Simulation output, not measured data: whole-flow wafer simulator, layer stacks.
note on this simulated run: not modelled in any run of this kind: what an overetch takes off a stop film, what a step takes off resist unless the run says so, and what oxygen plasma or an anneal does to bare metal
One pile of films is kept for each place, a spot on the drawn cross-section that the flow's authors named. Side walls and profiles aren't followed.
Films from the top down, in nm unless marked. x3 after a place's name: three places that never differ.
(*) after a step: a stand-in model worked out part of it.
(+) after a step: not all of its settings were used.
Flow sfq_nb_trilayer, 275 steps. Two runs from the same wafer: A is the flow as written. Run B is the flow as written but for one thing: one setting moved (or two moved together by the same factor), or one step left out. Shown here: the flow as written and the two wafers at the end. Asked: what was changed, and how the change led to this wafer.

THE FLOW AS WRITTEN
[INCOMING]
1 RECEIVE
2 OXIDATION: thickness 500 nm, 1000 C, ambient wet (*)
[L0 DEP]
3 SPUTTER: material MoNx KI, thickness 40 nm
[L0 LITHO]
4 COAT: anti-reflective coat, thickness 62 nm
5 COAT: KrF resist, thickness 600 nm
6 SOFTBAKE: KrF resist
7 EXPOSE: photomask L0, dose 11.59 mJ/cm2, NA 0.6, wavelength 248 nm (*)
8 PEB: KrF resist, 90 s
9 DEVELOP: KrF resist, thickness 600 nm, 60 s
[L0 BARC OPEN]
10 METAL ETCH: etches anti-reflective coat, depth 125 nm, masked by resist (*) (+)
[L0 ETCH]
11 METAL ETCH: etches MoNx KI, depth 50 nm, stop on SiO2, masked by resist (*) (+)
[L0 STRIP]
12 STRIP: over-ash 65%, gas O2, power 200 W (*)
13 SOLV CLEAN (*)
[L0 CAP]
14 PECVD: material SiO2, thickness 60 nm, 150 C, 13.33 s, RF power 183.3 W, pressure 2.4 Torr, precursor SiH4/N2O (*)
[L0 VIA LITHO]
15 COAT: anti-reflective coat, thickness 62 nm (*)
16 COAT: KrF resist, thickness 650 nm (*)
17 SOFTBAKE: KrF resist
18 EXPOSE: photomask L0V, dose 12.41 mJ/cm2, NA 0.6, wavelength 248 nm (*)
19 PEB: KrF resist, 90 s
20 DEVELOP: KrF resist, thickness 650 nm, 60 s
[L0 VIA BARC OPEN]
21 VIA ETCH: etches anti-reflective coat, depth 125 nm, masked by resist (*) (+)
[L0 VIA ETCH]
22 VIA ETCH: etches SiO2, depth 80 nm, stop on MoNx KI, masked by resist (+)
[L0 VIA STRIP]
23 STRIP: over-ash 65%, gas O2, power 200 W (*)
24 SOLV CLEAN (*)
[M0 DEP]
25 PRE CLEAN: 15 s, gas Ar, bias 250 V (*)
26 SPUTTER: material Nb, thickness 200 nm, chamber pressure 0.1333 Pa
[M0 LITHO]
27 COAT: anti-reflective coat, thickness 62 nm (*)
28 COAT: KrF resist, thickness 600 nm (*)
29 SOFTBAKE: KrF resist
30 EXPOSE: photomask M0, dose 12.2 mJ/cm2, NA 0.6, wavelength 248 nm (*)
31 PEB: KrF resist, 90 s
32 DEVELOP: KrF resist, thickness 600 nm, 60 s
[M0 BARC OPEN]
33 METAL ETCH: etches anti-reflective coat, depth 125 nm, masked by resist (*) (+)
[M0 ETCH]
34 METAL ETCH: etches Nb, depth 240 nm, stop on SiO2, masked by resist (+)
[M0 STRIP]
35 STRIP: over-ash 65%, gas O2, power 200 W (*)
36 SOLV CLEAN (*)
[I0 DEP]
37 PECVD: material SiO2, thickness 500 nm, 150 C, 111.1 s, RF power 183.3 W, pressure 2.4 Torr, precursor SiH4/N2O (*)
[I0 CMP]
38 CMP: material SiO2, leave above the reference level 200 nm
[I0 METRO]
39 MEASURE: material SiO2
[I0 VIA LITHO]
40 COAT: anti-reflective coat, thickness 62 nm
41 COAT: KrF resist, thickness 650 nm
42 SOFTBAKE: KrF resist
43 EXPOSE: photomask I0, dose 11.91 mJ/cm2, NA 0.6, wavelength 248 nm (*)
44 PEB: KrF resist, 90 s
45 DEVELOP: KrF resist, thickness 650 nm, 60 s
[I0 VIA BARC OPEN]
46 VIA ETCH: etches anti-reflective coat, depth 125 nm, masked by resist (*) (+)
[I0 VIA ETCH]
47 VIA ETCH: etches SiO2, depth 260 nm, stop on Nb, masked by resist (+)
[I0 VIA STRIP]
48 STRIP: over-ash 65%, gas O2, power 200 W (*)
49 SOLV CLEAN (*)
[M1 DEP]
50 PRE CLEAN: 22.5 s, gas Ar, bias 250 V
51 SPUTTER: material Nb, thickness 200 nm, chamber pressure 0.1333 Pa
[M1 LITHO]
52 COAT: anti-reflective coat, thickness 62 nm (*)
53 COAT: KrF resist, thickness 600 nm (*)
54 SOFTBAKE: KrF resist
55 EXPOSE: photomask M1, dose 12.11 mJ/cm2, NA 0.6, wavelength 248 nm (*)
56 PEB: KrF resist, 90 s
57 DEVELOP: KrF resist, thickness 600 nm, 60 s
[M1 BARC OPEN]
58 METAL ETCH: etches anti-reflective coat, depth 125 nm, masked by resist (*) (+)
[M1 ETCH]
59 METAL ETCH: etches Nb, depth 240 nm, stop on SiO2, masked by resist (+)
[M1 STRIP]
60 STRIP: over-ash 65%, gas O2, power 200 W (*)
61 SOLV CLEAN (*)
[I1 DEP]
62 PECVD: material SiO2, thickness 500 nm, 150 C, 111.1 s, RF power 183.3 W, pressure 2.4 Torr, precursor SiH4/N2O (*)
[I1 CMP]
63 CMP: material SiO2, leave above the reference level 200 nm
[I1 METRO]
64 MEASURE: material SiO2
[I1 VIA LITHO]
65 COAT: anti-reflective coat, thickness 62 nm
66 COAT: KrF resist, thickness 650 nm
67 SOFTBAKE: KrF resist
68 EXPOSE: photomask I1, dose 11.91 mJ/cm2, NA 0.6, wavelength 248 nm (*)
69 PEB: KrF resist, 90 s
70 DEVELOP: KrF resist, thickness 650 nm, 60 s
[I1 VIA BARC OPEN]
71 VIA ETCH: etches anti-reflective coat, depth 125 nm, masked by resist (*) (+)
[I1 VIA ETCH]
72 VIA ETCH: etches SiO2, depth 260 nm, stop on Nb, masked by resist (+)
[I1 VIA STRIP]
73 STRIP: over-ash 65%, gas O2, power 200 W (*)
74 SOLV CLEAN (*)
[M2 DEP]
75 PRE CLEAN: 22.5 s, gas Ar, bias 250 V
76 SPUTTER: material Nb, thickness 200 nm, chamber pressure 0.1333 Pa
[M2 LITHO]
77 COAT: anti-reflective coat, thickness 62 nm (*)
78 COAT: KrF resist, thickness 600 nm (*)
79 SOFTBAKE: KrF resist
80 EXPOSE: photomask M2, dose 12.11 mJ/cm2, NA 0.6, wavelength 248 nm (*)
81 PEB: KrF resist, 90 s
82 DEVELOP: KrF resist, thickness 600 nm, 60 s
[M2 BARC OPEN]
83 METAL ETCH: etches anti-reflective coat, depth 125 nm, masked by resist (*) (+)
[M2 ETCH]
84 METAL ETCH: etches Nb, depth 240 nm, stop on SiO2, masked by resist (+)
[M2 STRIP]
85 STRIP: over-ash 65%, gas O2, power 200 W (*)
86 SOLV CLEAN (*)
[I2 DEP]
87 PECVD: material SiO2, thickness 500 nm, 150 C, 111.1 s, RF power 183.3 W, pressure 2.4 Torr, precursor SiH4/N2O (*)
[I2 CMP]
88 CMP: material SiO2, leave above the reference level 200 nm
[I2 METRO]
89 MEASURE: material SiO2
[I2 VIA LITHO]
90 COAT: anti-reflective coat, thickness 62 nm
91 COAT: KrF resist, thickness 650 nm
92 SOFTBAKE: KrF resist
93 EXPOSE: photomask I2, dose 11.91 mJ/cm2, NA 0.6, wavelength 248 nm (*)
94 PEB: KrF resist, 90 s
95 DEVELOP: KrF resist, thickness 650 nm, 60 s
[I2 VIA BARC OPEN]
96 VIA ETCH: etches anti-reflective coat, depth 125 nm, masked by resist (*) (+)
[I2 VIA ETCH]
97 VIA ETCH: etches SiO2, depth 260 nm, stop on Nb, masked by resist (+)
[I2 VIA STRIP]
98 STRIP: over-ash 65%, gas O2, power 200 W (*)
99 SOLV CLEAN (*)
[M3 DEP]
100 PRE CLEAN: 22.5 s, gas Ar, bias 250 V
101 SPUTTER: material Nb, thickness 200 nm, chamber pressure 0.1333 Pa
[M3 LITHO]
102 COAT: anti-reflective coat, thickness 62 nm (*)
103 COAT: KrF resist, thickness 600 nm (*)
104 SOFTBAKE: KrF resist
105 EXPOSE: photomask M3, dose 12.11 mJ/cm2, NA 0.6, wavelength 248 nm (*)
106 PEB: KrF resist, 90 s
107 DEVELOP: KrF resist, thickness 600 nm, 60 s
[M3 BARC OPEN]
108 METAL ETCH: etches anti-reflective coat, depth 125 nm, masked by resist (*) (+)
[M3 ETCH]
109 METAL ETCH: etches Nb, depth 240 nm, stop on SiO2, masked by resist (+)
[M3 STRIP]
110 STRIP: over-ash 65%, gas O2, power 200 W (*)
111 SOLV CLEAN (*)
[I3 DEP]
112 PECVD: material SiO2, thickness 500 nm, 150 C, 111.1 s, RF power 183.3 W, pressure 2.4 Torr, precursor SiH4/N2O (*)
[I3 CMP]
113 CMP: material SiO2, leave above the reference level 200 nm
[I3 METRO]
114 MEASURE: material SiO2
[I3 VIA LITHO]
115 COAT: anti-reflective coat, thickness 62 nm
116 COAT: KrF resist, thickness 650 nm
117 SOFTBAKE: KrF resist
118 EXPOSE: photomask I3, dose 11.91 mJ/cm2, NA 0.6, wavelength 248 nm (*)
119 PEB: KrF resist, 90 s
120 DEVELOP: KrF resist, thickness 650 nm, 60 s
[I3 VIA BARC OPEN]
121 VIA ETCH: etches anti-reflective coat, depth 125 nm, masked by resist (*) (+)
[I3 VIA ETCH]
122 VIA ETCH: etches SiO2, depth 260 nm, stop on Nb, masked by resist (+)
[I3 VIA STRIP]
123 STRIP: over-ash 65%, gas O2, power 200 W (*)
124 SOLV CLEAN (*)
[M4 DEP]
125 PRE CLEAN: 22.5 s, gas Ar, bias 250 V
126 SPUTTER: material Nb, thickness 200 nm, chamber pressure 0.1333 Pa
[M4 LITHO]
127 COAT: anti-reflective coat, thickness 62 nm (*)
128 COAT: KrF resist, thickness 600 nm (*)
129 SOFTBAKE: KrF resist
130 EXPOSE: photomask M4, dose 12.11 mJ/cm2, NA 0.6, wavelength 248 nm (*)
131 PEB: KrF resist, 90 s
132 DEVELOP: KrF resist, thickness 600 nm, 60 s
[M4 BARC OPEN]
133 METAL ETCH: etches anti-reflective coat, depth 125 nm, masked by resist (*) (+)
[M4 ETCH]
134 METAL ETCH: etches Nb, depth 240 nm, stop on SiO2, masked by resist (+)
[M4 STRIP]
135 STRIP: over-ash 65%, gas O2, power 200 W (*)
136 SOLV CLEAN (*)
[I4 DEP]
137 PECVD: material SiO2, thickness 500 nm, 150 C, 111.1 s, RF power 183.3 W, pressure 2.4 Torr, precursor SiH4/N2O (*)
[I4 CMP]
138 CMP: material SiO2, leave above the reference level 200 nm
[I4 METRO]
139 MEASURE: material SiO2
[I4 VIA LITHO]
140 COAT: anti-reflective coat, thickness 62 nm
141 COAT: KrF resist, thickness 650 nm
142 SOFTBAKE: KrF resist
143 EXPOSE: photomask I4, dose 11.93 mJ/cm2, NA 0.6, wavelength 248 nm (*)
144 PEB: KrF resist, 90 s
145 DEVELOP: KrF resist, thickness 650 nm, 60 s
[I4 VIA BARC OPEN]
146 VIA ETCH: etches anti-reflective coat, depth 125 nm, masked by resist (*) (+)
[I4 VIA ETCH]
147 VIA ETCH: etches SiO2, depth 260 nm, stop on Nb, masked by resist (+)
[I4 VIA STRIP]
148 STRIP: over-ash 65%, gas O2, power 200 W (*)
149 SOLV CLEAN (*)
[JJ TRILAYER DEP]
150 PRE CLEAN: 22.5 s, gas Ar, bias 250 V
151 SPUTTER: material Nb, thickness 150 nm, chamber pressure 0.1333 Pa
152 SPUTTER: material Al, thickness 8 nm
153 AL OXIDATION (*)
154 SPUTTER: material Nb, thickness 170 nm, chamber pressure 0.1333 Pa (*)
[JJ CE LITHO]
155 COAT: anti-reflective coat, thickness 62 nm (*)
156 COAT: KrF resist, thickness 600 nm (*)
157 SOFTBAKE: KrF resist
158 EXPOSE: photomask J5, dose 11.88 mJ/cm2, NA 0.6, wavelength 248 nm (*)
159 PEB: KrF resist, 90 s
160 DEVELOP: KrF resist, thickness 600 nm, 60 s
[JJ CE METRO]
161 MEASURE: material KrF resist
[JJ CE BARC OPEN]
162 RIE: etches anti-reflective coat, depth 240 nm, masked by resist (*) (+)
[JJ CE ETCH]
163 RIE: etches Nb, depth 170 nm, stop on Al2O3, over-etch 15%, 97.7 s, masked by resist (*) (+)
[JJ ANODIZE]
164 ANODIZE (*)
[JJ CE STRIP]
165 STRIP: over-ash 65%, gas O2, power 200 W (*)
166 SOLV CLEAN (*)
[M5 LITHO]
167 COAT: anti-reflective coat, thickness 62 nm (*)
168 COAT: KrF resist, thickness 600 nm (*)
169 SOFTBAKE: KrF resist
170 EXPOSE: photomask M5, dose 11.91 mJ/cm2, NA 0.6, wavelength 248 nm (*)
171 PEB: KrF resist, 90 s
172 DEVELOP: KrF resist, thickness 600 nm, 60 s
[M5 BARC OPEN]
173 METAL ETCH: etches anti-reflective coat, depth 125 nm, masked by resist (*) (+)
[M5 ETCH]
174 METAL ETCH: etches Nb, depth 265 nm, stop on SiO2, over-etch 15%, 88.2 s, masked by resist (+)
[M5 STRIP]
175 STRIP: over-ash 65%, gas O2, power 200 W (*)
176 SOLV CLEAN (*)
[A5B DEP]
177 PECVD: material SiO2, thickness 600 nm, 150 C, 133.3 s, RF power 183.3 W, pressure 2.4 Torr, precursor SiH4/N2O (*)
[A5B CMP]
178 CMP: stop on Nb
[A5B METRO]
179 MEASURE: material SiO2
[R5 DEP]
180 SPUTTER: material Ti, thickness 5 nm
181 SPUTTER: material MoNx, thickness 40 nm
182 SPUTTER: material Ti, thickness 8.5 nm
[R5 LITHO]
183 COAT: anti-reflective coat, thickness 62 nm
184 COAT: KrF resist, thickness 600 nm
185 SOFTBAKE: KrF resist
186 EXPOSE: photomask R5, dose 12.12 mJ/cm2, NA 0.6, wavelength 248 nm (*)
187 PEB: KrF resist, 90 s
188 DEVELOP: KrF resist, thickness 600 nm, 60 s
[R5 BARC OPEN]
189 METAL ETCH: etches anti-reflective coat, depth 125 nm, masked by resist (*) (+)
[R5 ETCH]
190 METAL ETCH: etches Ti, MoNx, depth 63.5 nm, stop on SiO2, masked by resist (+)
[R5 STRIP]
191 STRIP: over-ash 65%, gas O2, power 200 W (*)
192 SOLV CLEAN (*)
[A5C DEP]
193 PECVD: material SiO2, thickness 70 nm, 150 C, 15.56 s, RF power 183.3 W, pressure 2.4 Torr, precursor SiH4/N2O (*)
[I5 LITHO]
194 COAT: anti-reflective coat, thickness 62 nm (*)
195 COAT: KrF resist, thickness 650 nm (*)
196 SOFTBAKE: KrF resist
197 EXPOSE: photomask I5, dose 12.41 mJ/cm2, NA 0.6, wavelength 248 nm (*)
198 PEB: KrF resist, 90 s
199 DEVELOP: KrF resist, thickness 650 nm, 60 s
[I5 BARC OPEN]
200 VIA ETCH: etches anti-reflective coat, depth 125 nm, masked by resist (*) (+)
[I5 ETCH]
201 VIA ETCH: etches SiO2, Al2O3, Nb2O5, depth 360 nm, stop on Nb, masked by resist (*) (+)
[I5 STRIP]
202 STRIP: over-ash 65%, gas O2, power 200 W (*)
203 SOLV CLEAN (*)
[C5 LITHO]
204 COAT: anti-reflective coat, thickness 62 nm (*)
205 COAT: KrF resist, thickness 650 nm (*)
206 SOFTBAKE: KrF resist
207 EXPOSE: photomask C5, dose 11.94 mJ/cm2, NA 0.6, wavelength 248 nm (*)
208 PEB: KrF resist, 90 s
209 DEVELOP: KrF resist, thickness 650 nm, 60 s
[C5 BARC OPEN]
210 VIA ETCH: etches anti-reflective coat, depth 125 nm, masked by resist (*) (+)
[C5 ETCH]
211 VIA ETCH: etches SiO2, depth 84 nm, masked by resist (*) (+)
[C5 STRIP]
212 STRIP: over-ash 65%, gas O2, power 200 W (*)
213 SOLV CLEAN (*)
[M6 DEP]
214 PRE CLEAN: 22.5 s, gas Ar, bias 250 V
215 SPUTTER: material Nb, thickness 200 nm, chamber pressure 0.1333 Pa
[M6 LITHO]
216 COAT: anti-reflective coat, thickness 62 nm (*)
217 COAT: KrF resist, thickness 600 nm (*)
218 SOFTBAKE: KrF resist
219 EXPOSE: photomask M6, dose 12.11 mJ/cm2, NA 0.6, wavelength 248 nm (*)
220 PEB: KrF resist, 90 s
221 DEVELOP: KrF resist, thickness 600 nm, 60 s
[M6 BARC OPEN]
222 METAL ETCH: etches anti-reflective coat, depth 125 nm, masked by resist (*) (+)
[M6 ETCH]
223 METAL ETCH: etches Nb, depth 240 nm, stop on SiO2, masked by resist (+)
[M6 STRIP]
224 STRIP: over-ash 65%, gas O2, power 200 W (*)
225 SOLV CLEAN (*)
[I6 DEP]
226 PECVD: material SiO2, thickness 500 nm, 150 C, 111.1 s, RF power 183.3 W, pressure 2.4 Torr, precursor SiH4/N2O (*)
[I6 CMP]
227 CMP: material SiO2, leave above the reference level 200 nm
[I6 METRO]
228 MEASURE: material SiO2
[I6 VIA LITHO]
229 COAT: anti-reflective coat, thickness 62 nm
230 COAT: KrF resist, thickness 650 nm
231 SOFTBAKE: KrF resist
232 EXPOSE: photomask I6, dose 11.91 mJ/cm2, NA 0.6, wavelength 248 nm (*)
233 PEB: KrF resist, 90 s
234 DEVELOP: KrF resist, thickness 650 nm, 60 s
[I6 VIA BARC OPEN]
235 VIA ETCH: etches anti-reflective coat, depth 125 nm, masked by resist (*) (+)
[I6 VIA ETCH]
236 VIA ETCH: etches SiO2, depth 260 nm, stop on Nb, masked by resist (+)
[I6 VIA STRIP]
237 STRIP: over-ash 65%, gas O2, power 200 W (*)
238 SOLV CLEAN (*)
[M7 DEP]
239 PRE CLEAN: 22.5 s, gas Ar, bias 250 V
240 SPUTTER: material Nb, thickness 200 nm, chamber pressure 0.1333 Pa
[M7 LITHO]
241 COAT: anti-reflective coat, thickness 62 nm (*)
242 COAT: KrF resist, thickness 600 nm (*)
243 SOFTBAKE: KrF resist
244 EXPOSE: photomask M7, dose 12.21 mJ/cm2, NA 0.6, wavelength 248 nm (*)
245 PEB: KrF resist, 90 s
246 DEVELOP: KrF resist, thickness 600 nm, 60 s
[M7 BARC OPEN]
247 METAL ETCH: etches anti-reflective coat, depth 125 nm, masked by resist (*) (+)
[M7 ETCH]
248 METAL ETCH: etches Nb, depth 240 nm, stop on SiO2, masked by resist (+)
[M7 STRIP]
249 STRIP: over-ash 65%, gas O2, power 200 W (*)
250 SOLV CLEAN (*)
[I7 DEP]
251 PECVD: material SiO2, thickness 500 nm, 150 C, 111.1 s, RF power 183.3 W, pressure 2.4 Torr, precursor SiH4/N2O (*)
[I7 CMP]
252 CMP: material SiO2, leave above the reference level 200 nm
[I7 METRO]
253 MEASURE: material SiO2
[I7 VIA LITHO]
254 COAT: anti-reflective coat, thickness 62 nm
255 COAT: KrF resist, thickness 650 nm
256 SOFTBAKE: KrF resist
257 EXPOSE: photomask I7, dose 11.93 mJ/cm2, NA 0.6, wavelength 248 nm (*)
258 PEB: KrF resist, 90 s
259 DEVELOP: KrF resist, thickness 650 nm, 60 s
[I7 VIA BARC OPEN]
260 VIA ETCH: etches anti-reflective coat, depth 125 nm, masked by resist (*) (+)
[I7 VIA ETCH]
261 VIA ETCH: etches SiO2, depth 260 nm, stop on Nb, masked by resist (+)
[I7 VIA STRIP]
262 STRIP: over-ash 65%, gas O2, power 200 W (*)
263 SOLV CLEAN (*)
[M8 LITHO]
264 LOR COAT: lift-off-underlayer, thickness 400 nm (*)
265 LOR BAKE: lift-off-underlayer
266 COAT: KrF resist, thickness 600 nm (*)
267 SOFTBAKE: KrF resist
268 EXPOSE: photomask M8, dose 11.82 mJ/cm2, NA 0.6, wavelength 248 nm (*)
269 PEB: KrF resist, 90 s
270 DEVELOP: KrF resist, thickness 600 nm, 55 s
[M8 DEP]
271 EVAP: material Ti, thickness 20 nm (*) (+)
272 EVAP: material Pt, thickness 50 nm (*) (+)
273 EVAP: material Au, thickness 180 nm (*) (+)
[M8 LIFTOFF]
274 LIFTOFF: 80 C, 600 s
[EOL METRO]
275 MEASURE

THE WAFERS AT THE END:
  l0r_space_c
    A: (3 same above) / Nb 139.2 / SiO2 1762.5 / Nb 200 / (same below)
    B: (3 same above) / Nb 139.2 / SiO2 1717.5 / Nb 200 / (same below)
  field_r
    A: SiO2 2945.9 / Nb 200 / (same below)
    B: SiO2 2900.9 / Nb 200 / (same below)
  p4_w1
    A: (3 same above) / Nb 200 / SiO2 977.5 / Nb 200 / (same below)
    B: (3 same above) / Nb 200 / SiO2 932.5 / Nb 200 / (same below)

The cause: step 38, CMP: leave above the reference level 155 nm was run, where the flow has leave above the reference level 200 nm.

How the change led to this, step by step:
  38 CMP: material SiO2, leave above the reference level 200 nm
      v_sur, via_wl, via_w and 94 more: A SiO2 -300 | B SiO2 -345
      field_l, l0_sur, l0r_line_l, l0r_line_c, l0r_line_r: A SiO2 -340 | B SiO2 -385
      (and at 4 more places)
  47 VIA ETCH: etches SiO2, depth 260 nm, stop on Nb, masked by resist (+)
      field_l, v_sur, via_wl and 102 more: A KrF resist -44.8 | B KrF resist -40
      via_w: A SiO2 -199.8 (all of it) | B SiO2 -154.8 (all of it)
  51 SPUTTER: material Nb, thickness 200 nm, chamber pressure 0.1333 Pa
      via_w: A Nb +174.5 | B Nb +183.7
  52 COAT: anti-reflective coat, thickness 62 nm (*)
      via_wl: A anti-reflective coat +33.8 (new film) | B anti-reflective coat +35.5 (new film)
      via_w: A anti-reflective coat +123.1 (new film) | B anti-reflective coat +112.2 (new film)
  53 COAT: KrF resist, thickness 600 nm (*)
      via_w: A KrF resist +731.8 (new film) | B KrF resist +695.4 (new film)
  60 STRIP: over-ash 65%, gas O2, power 200 W (*)
      via_wl: A KrF resist -385.5 (all of it), anti-reflective coat -33.8 (all of it) | B KrF resist -389.1 (all of it), anti-reflective coat -35.5 (all of it)
      via_w: A KrF resist -513.8 (all of it), anti-reflective coat -123.1 (all of it) | B KrF resist -477.5 (all of it), anti-reflective coat -112.2 (all of it)
  62 PECVD: material SiO2, thickness 500 nm, 150 C, 111.1 s, RF power 183.3 W, pressure 2.4 Torr, precursor SiH4/N2O (*)
      via_w: A SiO2 +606 (new film) | B SiO2 +527.3 (new film)
  63 CMP: material SiO2, leave above the reference level 200 nm
      via_w: A SiO2 -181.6 | B SiO2 -157.1
